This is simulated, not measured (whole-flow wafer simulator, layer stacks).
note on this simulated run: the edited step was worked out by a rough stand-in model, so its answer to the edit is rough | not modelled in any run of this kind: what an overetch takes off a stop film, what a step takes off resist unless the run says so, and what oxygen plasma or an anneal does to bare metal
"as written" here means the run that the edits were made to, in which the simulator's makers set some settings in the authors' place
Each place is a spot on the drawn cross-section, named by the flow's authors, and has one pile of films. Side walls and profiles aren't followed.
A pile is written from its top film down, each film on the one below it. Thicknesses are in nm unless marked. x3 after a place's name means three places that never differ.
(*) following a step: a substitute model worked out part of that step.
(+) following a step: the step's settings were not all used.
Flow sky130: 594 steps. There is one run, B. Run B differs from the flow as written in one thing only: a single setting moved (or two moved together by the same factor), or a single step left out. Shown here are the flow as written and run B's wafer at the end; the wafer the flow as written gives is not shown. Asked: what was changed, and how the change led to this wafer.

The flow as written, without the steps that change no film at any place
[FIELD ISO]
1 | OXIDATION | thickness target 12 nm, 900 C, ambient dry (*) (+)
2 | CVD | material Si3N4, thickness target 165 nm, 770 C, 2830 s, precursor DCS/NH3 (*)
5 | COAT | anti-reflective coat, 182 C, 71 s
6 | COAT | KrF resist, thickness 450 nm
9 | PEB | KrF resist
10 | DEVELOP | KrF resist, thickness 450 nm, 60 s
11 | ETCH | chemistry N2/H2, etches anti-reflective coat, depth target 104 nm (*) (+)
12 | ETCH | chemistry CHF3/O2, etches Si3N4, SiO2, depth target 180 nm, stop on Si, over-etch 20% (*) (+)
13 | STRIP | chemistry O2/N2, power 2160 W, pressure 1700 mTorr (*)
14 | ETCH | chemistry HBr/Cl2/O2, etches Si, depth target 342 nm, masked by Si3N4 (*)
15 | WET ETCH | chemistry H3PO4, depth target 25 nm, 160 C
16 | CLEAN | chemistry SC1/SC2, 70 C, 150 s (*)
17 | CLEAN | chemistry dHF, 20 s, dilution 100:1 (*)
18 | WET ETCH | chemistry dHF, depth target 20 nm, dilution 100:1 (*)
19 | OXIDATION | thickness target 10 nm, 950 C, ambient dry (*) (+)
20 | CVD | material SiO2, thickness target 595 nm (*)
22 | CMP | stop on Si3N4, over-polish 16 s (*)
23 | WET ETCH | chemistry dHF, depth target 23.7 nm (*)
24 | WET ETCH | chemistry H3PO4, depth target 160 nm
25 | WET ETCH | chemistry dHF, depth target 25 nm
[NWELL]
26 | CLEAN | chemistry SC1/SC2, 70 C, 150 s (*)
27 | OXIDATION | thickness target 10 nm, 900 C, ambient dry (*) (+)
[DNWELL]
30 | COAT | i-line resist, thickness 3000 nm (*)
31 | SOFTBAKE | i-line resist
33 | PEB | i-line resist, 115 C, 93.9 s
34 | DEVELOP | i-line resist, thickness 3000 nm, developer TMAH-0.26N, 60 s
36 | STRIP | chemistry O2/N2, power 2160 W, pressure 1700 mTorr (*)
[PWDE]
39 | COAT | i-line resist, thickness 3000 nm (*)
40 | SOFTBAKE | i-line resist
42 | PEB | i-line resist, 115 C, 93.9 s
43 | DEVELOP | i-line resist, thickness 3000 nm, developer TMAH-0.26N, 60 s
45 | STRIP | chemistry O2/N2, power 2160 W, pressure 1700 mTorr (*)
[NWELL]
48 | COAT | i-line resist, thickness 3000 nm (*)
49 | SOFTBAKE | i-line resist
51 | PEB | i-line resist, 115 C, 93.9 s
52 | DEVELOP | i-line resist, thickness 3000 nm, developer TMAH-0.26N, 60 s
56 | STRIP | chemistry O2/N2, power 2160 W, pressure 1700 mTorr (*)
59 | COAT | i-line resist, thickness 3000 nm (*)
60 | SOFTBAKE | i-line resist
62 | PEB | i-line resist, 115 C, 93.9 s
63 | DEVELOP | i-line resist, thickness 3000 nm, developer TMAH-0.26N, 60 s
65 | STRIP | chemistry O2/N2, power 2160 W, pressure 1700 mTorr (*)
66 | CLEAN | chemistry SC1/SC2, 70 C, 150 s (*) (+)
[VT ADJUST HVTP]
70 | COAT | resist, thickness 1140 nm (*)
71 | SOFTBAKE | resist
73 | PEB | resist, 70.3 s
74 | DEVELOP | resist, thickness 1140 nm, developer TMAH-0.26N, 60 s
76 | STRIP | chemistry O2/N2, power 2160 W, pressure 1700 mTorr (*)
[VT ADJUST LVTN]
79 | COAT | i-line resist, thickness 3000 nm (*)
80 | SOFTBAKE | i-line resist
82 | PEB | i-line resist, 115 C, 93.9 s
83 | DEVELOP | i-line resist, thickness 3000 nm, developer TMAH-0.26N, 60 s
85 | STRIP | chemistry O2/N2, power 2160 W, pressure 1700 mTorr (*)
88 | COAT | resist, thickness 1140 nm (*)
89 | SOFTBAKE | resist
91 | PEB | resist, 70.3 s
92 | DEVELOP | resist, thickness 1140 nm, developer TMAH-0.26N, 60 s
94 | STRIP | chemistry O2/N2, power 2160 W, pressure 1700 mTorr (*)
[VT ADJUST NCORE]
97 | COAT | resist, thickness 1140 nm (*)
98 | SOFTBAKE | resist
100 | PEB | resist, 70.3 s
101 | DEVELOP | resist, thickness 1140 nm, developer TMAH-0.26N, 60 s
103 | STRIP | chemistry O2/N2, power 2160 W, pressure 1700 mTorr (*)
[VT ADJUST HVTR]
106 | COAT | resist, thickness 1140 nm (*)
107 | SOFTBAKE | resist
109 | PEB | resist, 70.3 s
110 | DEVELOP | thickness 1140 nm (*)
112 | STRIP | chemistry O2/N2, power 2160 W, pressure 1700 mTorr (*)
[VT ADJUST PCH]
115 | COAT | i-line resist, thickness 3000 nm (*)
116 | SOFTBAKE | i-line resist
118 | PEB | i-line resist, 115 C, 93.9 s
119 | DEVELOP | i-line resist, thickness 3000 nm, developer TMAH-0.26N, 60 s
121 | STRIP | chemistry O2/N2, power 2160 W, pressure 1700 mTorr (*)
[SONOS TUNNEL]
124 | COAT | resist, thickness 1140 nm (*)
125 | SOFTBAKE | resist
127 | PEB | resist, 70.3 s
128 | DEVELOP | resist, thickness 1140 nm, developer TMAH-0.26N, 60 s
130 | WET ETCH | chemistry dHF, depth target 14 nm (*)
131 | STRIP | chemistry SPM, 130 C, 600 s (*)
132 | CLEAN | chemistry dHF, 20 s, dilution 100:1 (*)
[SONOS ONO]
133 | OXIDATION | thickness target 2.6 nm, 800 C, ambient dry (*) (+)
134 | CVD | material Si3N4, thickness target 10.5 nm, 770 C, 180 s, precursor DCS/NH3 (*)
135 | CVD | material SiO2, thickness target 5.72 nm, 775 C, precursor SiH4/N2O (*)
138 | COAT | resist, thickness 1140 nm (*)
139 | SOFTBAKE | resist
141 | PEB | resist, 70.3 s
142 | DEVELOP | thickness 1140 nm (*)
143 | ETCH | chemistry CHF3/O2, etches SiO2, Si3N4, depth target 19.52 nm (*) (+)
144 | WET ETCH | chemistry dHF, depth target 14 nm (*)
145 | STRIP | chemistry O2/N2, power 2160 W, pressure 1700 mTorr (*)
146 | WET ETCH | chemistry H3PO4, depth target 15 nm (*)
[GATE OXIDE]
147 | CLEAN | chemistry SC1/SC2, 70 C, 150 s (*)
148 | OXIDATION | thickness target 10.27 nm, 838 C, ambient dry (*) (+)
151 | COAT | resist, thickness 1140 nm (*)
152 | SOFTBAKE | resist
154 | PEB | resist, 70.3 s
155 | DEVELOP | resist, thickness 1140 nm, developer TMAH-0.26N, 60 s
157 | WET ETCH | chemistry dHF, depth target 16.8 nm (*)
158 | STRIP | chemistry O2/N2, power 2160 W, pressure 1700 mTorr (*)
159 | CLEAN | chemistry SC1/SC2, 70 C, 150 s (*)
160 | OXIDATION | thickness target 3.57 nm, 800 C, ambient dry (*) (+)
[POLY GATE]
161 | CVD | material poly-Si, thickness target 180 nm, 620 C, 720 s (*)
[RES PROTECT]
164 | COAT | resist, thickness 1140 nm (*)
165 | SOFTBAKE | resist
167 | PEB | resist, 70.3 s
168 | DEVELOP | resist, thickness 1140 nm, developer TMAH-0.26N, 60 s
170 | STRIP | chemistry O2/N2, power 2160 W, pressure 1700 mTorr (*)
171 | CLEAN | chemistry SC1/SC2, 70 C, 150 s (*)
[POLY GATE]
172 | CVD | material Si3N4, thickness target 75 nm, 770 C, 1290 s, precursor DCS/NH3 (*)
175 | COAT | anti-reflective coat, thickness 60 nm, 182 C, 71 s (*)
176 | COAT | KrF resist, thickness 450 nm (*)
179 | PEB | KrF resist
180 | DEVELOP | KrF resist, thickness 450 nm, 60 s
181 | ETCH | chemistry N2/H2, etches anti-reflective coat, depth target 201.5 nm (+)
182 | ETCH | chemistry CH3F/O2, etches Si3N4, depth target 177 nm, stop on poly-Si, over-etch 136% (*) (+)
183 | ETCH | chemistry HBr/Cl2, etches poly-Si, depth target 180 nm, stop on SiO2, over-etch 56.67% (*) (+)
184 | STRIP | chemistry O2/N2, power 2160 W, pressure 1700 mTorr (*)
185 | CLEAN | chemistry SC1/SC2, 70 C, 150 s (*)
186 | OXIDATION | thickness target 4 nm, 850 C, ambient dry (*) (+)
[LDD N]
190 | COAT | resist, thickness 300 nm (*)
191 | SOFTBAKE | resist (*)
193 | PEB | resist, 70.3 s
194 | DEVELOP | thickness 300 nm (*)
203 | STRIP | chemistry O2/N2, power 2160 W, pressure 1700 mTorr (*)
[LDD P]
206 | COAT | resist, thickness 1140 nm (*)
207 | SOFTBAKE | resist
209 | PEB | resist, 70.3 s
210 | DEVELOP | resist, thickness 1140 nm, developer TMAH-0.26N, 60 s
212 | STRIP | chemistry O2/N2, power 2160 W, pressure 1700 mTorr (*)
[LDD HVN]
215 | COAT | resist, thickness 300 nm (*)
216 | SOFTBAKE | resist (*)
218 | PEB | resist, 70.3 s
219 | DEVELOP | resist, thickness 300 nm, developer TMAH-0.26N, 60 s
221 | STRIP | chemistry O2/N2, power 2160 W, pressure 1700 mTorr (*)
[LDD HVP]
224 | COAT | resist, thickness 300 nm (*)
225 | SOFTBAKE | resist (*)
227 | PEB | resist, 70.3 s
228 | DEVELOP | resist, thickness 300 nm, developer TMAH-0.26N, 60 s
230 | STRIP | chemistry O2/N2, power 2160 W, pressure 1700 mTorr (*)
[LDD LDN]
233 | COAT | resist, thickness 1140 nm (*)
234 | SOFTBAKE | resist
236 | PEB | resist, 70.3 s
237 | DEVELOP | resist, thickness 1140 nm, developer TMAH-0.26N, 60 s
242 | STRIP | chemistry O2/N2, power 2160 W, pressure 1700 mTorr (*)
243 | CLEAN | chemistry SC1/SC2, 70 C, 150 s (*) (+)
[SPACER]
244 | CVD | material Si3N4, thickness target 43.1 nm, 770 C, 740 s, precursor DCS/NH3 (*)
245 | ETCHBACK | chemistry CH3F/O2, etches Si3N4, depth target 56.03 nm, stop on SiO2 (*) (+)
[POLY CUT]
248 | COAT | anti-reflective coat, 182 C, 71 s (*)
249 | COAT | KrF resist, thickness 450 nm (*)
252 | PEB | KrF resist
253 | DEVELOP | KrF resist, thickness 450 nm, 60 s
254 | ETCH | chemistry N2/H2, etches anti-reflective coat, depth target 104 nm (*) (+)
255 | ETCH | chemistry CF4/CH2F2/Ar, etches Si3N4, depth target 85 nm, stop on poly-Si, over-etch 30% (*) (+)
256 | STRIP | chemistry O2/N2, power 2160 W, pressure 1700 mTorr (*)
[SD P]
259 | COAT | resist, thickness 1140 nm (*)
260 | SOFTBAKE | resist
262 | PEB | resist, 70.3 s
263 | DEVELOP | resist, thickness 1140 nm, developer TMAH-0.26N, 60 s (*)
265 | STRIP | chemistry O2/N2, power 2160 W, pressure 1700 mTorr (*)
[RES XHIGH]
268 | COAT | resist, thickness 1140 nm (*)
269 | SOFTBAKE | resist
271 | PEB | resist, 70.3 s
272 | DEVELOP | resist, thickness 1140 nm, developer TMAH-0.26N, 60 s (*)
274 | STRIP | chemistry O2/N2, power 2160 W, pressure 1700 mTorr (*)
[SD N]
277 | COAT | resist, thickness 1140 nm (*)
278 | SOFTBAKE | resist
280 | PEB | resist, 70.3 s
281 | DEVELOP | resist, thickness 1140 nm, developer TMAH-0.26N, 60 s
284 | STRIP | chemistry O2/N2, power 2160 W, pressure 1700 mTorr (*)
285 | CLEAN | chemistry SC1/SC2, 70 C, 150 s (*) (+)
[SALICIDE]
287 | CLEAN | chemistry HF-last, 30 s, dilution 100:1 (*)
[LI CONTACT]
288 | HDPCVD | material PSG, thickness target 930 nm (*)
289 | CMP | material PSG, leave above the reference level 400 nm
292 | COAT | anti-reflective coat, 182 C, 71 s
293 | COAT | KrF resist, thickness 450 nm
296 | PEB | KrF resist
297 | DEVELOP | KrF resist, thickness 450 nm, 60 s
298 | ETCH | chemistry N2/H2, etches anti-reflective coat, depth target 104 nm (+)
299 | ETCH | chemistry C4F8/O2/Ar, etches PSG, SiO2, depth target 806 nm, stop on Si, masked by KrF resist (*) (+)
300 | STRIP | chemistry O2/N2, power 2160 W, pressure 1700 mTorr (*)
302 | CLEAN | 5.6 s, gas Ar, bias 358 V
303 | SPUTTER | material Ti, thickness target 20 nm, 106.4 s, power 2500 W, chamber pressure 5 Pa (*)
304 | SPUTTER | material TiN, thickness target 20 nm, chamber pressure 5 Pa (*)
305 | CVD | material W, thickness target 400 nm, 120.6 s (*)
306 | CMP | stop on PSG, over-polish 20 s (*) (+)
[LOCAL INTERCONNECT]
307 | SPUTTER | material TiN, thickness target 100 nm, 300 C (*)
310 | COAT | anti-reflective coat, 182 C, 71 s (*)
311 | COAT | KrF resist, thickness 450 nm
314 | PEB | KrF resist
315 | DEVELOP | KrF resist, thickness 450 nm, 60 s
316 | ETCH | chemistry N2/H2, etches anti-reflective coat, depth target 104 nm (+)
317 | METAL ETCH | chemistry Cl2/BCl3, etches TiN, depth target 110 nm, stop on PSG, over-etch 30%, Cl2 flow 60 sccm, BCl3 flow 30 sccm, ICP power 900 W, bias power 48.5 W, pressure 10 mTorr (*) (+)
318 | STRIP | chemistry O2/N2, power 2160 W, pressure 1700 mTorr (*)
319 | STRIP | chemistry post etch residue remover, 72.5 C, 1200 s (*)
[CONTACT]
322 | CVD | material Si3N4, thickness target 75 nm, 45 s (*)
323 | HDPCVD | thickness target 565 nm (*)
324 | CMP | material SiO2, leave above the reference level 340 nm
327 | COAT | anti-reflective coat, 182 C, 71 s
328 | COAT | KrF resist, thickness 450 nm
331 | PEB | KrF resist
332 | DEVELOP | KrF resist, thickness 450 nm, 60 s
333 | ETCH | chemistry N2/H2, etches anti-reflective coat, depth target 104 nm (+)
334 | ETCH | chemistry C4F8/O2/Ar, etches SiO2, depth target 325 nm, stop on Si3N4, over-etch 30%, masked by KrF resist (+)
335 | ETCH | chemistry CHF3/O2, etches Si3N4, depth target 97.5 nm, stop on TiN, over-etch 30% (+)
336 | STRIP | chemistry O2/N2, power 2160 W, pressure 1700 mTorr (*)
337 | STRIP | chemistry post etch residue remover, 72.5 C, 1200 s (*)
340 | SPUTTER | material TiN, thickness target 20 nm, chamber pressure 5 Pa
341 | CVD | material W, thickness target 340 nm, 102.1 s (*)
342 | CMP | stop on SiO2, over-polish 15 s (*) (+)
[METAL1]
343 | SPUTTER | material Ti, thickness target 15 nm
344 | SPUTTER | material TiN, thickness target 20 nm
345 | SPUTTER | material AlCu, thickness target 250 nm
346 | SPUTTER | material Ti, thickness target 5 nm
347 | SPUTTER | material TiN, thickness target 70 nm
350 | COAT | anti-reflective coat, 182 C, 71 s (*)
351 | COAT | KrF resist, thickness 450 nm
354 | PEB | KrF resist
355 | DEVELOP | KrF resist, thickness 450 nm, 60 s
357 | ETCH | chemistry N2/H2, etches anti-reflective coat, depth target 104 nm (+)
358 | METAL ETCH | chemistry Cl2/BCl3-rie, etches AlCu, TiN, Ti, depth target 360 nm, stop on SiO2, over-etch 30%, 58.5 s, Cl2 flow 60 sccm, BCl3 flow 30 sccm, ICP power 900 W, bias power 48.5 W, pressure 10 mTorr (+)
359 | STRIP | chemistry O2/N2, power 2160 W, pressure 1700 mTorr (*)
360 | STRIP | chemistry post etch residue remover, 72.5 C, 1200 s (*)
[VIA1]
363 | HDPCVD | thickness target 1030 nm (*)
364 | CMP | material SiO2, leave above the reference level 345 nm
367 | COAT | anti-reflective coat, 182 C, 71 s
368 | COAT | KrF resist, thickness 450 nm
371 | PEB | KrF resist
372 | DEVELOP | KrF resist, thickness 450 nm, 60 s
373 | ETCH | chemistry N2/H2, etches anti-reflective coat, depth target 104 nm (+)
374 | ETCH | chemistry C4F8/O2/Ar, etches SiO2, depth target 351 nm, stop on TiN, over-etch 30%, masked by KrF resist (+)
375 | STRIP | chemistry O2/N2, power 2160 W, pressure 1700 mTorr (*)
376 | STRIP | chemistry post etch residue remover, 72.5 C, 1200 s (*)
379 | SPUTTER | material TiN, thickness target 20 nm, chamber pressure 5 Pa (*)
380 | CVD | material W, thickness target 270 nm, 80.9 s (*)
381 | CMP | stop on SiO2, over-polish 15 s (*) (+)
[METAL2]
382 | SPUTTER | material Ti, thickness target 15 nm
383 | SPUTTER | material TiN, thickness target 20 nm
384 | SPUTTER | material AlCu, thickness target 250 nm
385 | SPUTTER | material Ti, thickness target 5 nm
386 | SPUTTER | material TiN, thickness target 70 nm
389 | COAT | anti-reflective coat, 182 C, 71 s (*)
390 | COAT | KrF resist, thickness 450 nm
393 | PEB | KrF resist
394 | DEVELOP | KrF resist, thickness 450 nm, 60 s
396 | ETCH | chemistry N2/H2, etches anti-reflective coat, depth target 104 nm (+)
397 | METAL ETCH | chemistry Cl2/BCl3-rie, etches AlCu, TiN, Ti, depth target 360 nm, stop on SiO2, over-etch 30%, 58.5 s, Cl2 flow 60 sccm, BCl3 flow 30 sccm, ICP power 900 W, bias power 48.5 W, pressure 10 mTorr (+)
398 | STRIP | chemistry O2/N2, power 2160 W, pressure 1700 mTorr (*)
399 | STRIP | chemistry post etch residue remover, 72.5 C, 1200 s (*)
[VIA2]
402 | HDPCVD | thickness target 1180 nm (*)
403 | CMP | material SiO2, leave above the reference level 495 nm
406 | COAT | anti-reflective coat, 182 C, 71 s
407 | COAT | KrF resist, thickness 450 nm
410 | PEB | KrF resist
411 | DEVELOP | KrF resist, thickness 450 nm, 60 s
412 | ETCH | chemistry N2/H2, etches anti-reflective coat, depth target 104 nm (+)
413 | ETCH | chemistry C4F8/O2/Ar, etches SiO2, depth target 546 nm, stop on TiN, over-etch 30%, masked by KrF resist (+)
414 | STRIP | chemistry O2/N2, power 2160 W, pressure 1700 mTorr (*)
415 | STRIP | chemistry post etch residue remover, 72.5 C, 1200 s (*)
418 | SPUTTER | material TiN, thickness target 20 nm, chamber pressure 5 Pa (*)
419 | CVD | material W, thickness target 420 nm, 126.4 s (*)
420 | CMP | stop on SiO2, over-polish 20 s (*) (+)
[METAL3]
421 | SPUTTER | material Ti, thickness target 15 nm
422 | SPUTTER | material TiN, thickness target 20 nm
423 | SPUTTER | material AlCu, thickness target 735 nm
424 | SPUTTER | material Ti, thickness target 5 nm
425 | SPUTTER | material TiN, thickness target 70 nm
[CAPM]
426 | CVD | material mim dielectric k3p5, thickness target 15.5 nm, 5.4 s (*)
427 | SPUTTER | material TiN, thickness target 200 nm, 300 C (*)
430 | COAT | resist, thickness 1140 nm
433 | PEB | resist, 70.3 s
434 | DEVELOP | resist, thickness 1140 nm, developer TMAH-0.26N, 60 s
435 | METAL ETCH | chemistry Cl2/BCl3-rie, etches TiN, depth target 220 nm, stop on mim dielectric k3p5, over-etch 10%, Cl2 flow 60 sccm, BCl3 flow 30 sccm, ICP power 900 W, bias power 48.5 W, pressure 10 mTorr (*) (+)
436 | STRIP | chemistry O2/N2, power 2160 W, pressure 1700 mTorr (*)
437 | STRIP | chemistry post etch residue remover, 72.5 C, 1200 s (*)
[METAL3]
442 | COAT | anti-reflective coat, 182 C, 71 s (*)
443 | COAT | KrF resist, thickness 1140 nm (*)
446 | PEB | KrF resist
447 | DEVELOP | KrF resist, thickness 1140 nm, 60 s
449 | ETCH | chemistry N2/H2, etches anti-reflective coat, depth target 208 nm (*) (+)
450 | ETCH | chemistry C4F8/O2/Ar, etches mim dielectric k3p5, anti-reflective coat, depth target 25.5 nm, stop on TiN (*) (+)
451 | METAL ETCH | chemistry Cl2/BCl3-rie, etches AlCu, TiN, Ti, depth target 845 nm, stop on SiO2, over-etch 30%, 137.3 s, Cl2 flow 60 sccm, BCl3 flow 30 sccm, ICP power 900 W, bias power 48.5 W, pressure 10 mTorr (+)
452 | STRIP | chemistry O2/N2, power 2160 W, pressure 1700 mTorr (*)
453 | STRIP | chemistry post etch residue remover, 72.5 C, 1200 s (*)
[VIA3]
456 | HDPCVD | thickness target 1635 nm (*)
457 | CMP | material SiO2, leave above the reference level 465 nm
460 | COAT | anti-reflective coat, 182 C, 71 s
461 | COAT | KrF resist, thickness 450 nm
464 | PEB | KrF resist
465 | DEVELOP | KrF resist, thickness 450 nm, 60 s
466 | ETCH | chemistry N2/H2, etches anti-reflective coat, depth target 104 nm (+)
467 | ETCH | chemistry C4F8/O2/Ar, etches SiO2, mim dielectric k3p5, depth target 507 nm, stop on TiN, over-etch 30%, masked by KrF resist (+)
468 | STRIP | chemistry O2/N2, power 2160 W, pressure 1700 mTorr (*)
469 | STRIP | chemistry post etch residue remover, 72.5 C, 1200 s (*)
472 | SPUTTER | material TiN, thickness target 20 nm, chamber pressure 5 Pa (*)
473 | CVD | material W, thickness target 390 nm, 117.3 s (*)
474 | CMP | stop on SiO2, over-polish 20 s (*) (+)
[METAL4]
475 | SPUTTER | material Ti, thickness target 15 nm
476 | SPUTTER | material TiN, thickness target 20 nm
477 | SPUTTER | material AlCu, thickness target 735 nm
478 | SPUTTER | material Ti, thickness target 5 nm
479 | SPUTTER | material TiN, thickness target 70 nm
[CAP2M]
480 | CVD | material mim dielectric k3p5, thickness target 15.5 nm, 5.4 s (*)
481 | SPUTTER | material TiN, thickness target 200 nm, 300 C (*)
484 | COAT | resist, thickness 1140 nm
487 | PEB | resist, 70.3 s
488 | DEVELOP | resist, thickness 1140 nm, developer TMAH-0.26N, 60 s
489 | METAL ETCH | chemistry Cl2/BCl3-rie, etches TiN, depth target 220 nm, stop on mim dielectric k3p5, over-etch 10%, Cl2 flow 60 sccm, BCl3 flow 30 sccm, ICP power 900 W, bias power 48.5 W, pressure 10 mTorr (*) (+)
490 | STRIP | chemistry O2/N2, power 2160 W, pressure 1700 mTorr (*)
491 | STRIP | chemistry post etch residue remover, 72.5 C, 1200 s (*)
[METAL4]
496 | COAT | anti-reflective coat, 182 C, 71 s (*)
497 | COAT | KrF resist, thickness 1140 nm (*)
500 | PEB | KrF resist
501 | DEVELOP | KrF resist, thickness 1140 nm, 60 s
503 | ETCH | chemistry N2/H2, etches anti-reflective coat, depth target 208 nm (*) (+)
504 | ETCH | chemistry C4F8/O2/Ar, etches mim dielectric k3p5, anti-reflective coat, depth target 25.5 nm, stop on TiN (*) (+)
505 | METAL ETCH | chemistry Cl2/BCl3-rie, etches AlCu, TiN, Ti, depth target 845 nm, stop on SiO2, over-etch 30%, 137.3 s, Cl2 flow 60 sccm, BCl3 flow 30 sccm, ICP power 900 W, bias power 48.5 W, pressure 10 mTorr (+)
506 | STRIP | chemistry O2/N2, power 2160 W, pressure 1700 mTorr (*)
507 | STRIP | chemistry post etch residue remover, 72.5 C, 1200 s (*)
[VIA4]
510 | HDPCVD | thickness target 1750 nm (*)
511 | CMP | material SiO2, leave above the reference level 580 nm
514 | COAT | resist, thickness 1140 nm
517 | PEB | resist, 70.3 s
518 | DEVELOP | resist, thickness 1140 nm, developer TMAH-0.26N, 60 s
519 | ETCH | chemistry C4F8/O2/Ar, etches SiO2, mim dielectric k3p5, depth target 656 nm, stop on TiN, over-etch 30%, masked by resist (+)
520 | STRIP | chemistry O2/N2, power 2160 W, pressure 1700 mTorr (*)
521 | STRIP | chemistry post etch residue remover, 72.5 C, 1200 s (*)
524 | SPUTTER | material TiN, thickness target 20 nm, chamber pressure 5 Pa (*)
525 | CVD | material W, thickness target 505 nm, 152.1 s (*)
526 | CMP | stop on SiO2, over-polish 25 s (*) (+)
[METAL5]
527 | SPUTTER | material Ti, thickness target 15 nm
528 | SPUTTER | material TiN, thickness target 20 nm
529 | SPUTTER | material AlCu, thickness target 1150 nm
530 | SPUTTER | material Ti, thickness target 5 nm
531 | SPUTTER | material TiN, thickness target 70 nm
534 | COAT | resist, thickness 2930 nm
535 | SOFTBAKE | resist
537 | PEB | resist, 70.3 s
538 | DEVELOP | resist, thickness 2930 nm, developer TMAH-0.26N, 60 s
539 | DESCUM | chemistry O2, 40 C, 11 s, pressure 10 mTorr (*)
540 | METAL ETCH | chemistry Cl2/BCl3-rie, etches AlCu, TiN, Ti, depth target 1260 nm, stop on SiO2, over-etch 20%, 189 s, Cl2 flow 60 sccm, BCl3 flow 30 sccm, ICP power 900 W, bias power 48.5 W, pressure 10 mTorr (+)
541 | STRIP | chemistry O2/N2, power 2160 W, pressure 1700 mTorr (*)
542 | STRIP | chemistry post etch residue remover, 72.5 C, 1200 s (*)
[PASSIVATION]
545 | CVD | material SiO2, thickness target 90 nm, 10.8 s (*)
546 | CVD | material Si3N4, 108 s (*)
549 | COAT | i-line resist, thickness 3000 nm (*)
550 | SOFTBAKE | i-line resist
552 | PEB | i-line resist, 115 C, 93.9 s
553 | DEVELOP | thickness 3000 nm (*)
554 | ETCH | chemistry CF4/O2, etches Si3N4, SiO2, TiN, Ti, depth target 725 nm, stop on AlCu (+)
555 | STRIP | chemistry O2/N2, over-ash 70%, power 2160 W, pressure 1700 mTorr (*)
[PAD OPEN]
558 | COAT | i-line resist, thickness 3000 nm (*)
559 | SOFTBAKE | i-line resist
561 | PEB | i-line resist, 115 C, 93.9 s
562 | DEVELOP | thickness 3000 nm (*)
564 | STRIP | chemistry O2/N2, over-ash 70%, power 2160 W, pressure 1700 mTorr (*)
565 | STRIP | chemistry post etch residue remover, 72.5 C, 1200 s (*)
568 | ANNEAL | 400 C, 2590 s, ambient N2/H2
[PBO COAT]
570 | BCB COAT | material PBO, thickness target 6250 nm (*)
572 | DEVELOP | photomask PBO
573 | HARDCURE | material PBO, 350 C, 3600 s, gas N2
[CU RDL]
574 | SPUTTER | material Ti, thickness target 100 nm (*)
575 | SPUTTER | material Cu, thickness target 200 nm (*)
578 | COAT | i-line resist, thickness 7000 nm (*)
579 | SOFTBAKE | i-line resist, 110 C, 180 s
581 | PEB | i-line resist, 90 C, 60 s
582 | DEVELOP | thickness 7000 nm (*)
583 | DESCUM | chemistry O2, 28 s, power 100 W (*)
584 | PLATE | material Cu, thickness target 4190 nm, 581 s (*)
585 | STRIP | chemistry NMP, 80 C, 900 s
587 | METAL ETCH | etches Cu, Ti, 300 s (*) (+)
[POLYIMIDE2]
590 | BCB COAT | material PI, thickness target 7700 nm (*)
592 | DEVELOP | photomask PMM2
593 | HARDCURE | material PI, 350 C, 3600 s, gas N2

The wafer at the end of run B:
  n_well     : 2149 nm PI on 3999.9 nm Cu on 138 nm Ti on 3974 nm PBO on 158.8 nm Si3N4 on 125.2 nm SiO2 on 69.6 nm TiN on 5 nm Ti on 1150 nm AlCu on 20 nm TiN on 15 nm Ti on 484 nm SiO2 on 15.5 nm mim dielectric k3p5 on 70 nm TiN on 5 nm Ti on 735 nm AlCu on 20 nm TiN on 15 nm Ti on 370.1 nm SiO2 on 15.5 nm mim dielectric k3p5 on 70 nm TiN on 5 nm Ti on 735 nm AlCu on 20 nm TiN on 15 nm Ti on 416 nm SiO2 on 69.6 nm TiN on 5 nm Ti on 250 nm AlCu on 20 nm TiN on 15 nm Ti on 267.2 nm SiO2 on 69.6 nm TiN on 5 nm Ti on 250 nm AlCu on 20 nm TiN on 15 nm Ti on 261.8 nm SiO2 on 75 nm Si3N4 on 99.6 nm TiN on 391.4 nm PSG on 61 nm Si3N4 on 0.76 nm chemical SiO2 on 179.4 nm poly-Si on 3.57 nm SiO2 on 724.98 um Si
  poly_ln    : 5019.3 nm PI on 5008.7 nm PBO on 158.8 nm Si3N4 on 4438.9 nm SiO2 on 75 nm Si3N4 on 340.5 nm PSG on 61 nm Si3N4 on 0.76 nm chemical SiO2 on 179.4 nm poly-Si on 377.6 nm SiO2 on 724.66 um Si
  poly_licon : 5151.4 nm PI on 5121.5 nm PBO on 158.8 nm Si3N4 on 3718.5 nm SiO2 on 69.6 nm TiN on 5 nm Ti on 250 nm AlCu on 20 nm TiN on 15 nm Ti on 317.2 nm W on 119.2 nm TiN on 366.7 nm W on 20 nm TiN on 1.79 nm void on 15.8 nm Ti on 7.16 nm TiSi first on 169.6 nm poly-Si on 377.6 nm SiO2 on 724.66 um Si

What caused this: step 574, SPUTTER: thickness target 138 nm was run, though the flow has thickness target 100 nm.
The wafer itself shows it: n_well has Ti 138, and step 574 as written asks for 100 nm.

How this came from the change, step by step:
  574 | SPUTTER | material Ti, thickness target 100 nm (*)
      field, active, n_well and 190 more: Ti gains 138 (new film) (it would be, as written: Ti gains 100 (new film))
  587 | METAL ETCH | etches Cu, Ti, 300 s (*) (+)
      field, active, gate and 167 more: Cu loses 200 (all of it), Ti loses 138 (all of it) (it would be, as written: Cu loses 200 (all of it), Ti loses 100 (all of it))
  590 | BCB COAT | material PI, thickness target 7700 nm (*)
      de16_gate_nw: PI gains 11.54 um (new film) (it would be, as written: PI gains 11.5 um (new film))
